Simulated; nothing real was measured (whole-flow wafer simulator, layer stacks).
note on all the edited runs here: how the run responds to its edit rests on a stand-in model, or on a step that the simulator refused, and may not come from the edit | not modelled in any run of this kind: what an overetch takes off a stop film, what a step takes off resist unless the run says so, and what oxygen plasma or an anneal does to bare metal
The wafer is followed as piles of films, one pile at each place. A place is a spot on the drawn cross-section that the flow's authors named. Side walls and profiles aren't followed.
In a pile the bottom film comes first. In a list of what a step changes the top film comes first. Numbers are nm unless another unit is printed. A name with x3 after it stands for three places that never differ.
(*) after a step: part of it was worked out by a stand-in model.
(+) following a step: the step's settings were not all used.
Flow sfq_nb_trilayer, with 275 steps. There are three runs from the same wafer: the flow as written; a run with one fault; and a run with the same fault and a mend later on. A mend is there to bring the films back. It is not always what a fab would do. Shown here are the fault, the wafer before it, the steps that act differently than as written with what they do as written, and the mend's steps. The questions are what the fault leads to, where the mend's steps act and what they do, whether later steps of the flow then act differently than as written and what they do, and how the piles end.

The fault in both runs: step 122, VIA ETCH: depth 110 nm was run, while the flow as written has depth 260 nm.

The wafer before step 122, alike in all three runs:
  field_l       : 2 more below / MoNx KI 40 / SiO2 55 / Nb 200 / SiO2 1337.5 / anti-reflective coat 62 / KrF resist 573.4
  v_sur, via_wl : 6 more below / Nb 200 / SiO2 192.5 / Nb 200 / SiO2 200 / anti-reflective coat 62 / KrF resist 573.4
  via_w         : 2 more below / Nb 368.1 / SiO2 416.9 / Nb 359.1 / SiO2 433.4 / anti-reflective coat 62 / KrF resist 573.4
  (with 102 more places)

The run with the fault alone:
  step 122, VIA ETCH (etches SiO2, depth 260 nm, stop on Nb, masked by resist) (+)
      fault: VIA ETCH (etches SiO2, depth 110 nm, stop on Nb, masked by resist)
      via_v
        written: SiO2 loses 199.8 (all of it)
        fault: SiO2 loses 110
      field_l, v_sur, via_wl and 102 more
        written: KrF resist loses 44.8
        fault: KrF resist loses 19
  Later steps of the flow acting differently than as written (3 other steps are not shown; they differ only slightly, by no more than 2% or 0.5 nm, whichever is larger):
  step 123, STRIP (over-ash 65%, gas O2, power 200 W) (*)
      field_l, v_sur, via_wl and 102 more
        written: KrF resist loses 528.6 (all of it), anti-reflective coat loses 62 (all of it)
        fault: KrF resist loses 554.5 (all of it), anti-reflective coat loses 62 (all of it)
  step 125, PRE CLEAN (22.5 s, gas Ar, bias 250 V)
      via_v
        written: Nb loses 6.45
        fault: SiO2 loses 7.5
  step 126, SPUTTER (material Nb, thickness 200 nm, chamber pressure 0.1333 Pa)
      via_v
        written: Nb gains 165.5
        fault: Nb gains 185.3 (new film)
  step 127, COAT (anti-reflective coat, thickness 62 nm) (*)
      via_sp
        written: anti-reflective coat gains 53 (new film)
        fault: anti-reflective coat gains 55 (new film)
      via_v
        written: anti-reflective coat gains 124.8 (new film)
        fault: anti-reflective coat gains 104.4 (new film)
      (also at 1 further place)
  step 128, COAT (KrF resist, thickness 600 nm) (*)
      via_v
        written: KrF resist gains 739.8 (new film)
        fault: KrF resist gains 666.3 (new film)
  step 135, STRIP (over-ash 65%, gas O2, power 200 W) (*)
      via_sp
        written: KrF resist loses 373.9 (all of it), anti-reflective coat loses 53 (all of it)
        fault: KrF resist loses 379.8 (all of it), anti-reflective coat loses 55 (all of it)
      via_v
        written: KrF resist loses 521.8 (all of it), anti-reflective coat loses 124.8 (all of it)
        fault: KrF resist loses 448.5 (all of it), anti-reflective coat loses 104.4 (all of it)
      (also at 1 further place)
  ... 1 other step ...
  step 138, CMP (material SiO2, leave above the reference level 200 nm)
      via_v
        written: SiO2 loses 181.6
        fault: SiO2 loses 175.1
  The piles end different from the flow's at via_v by more than 2% or 0.5 nm, whichever is larger.
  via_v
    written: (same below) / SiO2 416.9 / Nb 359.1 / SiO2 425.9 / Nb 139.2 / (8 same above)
    fault: (same below) / SiO2 416.9 / Nb 200 / SiO2 82.3 / Nb 185.3 / SiO2 317.4 / Nb 139.2 / (8 same above)

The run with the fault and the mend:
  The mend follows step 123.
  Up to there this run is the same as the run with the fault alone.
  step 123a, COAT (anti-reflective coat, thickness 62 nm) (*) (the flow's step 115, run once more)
      p4_fl x3, p4_w1 x9, p4_g1 x2 and 63 more
        anti-reflective coat gains 62 (new film)
      ce_r, sp_r, be_r and 12 more
        anti-reflective coat gains 61.9 (new film)
      field_l, v_sur, gap, jj_sur, ce_l, c5j
        anti-reflective coat gains 61.8 (new film)
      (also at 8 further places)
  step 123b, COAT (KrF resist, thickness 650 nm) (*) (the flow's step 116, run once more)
      p4_fl x3, p4_w1 x9, p4_g1 x2 and 63 more
        KrF resist gains 650 (new film)
      r_end, moat, field_r, lsp_l, ln_m5
        KrF resist gains 649.7 (new film)
      lsp_m, ln_m6, lsp_r, l0_sur, l0v
        KrF resist gains 649.8 (new film)
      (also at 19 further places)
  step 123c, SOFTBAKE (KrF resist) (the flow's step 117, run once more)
      does not change any film at any place that is followed
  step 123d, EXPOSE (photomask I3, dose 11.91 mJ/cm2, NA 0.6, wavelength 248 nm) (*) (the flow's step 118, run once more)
      does not change any film at any place that is followed
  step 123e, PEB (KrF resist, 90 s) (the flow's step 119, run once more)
      via_sp, wire, ce_l and 93 more
        KrF resist loses 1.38
      field_l, v_sur, via_wl and 6 more
        KrF resist loses 1.37
      via_v
        KrF resist loses 1.52
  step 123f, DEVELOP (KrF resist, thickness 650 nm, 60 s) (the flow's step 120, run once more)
      field_l, v_sur, via_wl and 102 more
        KrF resist loses 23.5
      via_v
        KrF resist loses 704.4 (all of it)
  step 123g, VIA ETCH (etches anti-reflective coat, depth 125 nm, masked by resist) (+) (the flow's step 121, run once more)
      field_l, v_sur, via_wl and 102 more
        KrF resist loses 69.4
      via_v
        anti-reflective coat loses 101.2 (all of it), SiO2 loses 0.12
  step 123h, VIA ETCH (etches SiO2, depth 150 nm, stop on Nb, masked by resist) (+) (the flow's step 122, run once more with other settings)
      field_l, v_sur, via_wl and 102 more
        KrF resist loses 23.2
      via_v
        SiO2 loses 89.7 (all of it)
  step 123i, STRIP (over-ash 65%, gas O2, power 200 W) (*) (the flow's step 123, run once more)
      p4_fl x3, p4_w1 x9, p4_g1 x2 and 63 more
        KrF resist loses 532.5 (all of it), anti-reflective coat loses 62 (all of it)
      field_r, lsp_l, ln_m5, lsp_m, ln_m6, lsp_r, l0_sur, l0v
        KrF resist loses 532.2 (all of it), anti-reflective coat loses 61.9 (all of it)
      res, r_end, moat
        KrF resist loses 532.1 (all of it), anti-reflective coat loses 61.9 (all of it)
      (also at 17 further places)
  Every later step of the flow that is run acts as written at every place that is followed.
  At every place that both follow, the piles at the end match the flow's.
